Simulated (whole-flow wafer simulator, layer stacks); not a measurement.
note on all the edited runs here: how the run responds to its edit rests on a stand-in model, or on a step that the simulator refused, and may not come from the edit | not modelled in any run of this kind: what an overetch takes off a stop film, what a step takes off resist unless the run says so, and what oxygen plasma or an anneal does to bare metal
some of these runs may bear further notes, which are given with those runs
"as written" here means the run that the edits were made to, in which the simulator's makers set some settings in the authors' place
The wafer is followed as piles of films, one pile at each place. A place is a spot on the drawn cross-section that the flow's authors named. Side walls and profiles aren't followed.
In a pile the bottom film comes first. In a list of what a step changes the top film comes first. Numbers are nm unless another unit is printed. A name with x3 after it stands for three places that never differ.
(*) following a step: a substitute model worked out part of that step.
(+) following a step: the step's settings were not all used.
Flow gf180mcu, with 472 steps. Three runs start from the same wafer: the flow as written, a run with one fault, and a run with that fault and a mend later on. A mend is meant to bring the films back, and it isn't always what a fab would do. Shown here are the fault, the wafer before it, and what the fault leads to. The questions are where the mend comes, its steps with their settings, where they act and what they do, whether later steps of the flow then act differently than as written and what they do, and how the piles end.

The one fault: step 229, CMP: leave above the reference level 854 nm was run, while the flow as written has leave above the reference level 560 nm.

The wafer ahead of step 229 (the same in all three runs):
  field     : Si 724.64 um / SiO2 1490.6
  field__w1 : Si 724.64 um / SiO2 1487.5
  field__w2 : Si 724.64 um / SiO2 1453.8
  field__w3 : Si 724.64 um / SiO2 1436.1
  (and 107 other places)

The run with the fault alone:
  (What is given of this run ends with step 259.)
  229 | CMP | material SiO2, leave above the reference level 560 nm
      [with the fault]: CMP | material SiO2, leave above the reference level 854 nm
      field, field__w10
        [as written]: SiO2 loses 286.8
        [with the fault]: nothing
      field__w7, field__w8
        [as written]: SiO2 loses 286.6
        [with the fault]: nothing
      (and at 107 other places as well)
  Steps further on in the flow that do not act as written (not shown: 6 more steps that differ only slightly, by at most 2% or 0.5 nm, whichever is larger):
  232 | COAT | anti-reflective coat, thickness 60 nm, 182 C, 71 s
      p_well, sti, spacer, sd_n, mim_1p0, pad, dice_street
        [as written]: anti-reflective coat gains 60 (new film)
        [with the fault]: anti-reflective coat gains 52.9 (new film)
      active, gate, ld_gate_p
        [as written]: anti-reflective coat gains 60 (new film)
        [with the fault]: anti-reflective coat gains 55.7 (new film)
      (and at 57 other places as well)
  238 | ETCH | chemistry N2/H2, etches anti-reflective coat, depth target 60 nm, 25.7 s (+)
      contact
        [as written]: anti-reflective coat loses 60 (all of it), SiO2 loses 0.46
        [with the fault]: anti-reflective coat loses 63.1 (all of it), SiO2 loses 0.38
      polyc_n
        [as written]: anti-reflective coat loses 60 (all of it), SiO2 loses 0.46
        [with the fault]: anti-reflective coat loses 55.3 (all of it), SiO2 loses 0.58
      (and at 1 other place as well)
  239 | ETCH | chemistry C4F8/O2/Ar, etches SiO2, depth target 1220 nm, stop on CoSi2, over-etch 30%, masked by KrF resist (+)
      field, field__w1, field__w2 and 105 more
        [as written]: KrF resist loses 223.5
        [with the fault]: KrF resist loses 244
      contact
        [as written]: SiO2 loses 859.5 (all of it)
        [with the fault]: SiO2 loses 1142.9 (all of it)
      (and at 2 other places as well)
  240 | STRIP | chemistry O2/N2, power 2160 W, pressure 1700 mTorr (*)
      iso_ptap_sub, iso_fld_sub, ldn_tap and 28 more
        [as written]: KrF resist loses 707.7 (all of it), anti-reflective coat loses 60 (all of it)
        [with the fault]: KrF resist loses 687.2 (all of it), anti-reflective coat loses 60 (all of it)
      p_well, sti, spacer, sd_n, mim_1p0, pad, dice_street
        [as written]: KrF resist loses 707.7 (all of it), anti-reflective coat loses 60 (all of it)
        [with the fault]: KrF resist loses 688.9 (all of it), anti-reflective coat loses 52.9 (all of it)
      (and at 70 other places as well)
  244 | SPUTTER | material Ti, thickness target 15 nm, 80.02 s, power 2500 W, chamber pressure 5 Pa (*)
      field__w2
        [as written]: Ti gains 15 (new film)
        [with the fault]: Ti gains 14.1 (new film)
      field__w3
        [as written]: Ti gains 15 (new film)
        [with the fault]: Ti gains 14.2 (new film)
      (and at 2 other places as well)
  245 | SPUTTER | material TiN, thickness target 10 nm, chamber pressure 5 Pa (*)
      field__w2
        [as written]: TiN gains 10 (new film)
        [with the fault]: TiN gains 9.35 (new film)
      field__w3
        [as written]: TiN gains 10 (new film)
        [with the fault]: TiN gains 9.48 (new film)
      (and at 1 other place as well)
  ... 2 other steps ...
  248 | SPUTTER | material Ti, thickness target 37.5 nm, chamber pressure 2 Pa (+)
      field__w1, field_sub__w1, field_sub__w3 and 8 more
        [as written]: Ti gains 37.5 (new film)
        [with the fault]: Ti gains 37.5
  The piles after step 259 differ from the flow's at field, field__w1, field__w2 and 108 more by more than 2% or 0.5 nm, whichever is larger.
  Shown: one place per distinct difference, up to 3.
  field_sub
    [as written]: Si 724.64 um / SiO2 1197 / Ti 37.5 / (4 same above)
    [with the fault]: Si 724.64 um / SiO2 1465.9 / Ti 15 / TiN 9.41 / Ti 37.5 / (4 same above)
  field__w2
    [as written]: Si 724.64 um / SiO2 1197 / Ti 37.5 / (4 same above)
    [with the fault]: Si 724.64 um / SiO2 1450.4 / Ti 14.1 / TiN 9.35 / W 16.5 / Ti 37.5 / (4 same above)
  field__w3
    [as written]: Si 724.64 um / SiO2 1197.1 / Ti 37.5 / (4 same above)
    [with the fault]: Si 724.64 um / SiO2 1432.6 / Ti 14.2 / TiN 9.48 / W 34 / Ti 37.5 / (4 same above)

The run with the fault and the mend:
  The mend follows step 237.
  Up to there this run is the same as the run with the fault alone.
  237a | STRIP | chemistry O2/N2, power 2160 W, pressure 1700 mTorr (*)
      iso_ptap_sub, iso_fld_sub, ldn_tap and 28 more
        KrF resist loses 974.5 (all of it), anti-reflective coat loses 60 (all of it)
      p_well, sti, spacer, sd_n, mim_1p0, pad, dice_street
        KrF resist loses 976.2 (all of it), anti-reflective coat loses 52.9 (all of it)
      field
        KrF resist loses 974.7 (all of it), anti-reflective coat loses 62.8 (all of it)
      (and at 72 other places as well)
  237b | CMP | material SiO2, leave above the reference level 560 nm (the flow's step 229 again)
      field__w5, field__w9, field__w13 and 76 more
        SiO2 loses 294
      field, field__w10
        SiO2 loses 286.8
      field__w7, field__w8
        SiO2 loses 286.6
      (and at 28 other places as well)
  237c | HMDS | 120 C, 60 s (the flow's step 231 again)
      alters no film at any place that is followed
  237d | COAT | anti-reflective coat, thickness 60 nm, 182 C, 71 s (the flow's step 232 again)
      field, field__w1, field__w2 and 108 more
        anti-reflective coat gains 60 (new film)
  237e | COAT | KrF resist, thickness 1000 nm (the flow's step 233 again)
      field, field__w1, field__w2 and 108 more
        KrF resist gains 1000 (new film)
  237f | SOFTBAKE | KrF resist (the flow's step 234 again)
      alters no film at any place that is followed
  237g | EXPOSE | photomask Contact (the flow's step 235 again)
      alters no film at any place that is followed
  237h | PEB | KrF resist, 135 C, 90 s (the flow's step 236 again)
      field, field__w1, field__w2 and 108 more
        KrF resist loses 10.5
  237i | DEVELOP | KrF resist, thickness 1000 nm, 60 s (the flow's step 237 again)
      field, field__w1, field__w2 and 105 more
        KrF resist loses 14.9
      contact, polyc_n, polyc_p
        KrF resist loses 989.5 (all of it)
  None of the later steps of the flow acts differently than as written at any place that is followed.
  The piles end the same as the flow's at every place that both follow.
